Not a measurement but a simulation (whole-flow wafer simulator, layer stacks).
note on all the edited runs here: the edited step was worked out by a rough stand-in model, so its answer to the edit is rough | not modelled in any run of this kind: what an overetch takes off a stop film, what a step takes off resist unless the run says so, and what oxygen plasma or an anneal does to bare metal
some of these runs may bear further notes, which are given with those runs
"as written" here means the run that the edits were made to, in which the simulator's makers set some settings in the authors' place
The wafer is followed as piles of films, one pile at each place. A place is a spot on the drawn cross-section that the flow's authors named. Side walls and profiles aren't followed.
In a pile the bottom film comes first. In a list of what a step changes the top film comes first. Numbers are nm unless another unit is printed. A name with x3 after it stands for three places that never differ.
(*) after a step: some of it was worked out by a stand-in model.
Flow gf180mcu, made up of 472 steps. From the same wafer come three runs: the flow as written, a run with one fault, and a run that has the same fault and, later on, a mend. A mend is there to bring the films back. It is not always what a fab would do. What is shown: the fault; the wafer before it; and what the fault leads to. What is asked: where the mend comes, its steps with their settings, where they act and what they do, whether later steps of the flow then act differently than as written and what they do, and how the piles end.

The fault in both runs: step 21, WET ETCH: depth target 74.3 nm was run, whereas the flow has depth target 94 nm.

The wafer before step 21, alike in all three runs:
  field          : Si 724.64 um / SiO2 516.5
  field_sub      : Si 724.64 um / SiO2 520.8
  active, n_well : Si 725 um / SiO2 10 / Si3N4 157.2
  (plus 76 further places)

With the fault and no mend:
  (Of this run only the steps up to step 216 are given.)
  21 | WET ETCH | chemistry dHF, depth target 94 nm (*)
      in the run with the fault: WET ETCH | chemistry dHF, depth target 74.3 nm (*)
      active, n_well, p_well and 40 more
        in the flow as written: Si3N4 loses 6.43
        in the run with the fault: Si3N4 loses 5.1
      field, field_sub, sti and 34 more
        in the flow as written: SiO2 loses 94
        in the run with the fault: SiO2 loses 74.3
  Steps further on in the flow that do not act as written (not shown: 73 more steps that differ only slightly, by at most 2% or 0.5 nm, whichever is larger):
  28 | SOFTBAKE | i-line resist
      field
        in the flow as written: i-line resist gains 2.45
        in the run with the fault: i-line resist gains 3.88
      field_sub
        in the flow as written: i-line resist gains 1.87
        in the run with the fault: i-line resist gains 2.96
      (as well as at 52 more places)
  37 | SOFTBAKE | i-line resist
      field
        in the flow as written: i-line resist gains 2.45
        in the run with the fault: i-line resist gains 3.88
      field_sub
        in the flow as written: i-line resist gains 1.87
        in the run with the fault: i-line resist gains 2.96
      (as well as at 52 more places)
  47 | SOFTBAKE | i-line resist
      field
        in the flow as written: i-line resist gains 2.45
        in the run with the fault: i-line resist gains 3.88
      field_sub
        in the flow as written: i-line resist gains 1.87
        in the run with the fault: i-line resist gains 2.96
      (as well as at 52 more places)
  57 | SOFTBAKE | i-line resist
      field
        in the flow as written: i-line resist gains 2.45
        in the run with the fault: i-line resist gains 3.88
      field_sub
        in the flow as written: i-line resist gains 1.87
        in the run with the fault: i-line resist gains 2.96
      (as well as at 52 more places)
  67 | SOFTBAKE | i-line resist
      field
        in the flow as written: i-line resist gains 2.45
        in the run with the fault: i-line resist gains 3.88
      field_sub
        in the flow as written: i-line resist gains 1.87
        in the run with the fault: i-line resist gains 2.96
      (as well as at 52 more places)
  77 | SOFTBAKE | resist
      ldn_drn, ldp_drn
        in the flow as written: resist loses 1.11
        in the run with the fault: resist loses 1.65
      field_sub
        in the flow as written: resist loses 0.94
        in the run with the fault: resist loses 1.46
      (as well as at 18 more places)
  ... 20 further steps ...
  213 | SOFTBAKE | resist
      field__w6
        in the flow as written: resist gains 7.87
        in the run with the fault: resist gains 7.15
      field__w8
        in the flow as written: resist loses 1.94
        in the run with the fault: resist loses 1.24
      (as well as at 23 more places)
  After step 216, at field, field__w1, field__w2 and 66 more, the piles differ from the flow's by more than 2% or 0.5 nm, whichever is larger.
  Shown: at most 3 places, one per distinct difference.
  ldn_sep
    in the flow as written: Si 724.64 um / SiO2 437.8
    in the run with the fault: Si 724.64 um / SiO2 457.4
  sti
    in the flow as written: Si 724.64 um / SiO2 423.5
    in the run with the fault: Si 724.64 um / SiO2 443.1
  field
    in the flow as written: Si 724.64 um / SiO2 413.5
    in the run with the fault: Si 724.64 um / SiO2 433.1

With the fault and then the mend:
  The mend stands after step 21.
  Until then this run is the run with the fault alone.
  21a | WET ETCH | chemistry dHF, depth target 19.7 nm (the flow's step 21, run once more with other settings)
      field, field_sub, sti and 34 more
        SiO2 loses 19.7
  None of the later steps of the flow differs from how it acts as written, at any place that is followed, by more than 2% or 0.5 nm, whichever is larger.
  The piles end the same as the flow's at every place that both follow.
